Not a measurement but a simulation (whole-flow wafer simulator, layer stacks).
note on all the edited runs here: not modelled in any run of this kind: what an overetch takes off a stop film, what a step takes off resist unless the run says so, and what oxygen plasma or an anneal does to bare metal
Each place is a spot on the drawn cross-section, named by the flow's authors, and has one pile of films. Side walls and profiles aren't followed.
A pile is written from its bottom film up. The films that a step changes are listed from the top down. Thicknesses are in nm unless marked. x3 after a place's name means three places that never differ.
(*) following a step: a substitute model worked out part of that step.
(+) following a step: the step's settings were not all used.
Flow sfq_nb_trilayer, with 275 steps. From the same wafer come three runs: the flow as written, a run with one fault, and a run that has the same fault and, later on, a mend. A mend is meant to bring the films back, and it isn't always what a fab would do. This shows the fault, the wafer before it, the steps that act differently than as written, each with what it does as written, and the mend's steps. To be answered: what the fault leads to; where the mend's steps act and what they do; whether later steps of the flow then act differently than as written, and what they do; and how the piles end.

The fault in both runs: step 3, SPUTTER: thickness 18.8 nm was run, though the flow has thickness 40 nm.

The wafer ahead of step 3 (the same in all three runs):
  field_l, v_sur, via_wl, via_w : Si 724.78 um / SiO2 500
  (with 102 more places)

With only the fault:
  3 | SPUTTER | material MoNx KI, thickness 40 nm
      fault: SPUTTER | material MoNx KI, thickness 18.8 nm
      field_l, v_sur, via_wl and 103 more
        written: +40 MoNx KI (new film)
        fault: +18.8 MoNx KI (new film)
  Later steps of the flow acting differently than as written (8 more steps, not shown, differ only slightly: by at most 2% or 0.5 nm, whichever is larger):
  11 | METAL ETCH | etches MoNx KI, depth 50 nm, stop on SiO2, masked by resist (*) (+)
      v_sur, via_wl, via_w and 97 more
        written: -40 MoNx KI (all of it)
        fault: -18.8 MoNx KI (all of it)
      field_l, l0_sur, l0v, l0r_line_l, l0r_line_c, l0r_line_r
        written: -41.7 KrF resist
        fault: -23.5 KrF resist
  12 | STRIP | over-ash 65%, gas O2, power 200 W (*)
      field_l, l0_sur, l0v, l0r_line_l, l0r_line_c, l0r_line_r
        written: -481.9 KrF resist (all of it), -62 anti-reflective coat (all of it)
        fault: -500.1 KrF resist (all of it), -62 anti-reflective coat (all of it)
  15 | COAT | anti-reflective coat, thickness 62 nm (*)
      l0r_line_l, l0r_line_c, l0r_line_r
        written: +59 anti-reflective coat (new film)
        fault: +60.4 anti-reflective coat (new film)
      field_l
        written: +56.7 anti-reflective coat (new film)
        fault: +59.2 anti-reflective coat (new film)
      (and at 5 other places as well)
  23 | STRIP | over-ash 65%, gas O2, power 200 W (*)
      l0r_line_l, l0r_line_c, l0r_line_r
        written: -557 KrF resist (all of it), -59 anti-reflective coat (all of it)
        fault: -558.5 KrF resist (all of it), -60.4 anti-reflective coat (all of it)
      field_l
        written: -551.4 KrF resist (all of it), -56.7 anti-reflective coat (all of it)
        fault: -556 KrF resist (all of it), -59.2 anti-reflective coat (all of it)
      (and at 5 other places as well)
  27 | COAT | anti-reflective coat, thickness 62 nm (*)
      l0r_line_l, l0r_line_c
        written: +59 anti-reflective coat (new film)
        fault: +60.4 anti-reflective coat (new film)
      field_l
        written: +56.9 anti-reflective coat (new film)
        fault: +59.4 anti-reflective coat (new film)
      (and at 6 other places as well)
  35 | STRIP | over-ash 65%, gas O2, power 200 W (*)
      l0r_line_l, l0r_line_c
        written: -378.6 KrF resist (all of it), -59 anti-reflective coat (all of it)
        fault: -380.6 KrF resist (all of it), -60.4 anti-reflective coat (all of it)
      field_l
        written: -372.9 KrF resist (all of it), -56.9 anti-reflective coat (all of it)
        fault: -377.9 KrF resist (all of it), -59.4 anti-reflective coat (all of it)
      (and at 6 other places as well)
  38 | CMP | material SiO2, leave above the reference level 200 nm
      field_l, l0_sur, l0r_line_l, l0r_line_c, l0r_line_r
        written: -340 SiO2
        fault: -318.8 SiO2
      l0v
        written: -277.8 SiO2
        fault: -256.6 SiO2
  The piles end different from the flow's at field_l, l0_sur, l0v, l0r_line_l, l0r_line_c, l0r_line_r by more than 2% or 0.5 nm, whichever is larger.
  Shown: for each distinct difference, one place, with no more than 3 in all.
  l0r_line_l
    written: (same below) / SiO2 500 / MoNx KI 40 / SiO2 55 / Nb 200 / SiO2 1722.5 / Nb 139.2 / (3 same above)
    fault: (same below) / SiO2 500 / MoNx KI 18.8 / SiO2 55 / Nb 200 / SiO2 1743.7 / Nb 139.2 / (3 same above)
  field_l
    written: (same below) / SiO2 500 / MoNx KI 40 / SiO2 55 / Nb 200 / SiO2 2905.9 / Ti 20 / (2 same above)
    fault: (same below) / SiO2 500 / MoNx KI 18.8 / SiO2 55 / Nb 200 / SiO2 2927.1 / Ti 20 / (2 same above)
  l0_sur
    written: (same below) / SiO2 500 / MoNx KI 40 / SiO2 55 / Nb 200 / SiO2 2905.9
    fault: (same below) / SiO2 500 / MoNx KI 18.8 / SiO2 55 / Nb 200 / SiO2 2927.1

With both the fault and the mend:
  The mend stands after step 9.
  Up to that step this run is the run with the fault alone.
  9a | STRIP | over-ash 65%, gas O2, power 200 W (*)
      v_sur, via_wl, via_w and 97 more
        -62 anti-reflective coat (all of it)
      field_l, l0_sur, l0v, l0r_line_l, l0r_line_c, l0r_line_r
        -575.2 KrF resist (all of it), -62 anti-reflective coat (all of it)
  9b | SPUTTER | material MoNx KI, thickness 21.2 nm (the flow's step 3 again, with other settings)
      field_l, v_sur, via_wl and 103 more
        +21.2 MoNx KI
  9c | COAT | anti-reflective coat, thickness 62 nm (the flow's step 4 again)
      field_l, v_sur, via_wl and 103 more
        +62 anti-reflective coat (new film)
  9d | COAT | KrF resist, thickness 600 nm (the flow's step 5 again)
      field_l, v_sur, via_wl and 103 more
        +600 KrF resist (new film)
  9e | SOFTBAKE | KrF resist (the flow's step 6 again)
      does not change any film at any place that is followed
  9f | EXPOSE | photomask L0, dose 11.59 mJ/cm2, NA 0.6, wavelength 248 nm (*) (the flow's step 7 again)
      does not change any film at any place that is followed
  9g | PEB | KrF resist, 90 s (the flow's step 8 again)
      field_l, v_sur, via_wl and 103 more
        -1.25 KrF resist
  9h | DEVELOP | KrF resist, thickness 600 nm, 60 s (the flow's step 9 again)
      v_sur, via_wl, via_w and 97 more
        -598.7 KrF resist (all of it)
      field_l, l0_sur, l0v, l0r_line_l, l0r_line_c, l0r_line_r
        -23.5 KrF resist
  Every later step of the flow that is run acts as written at every place that is followed.
  At every place that both follow, the piles at the end match the flow's.
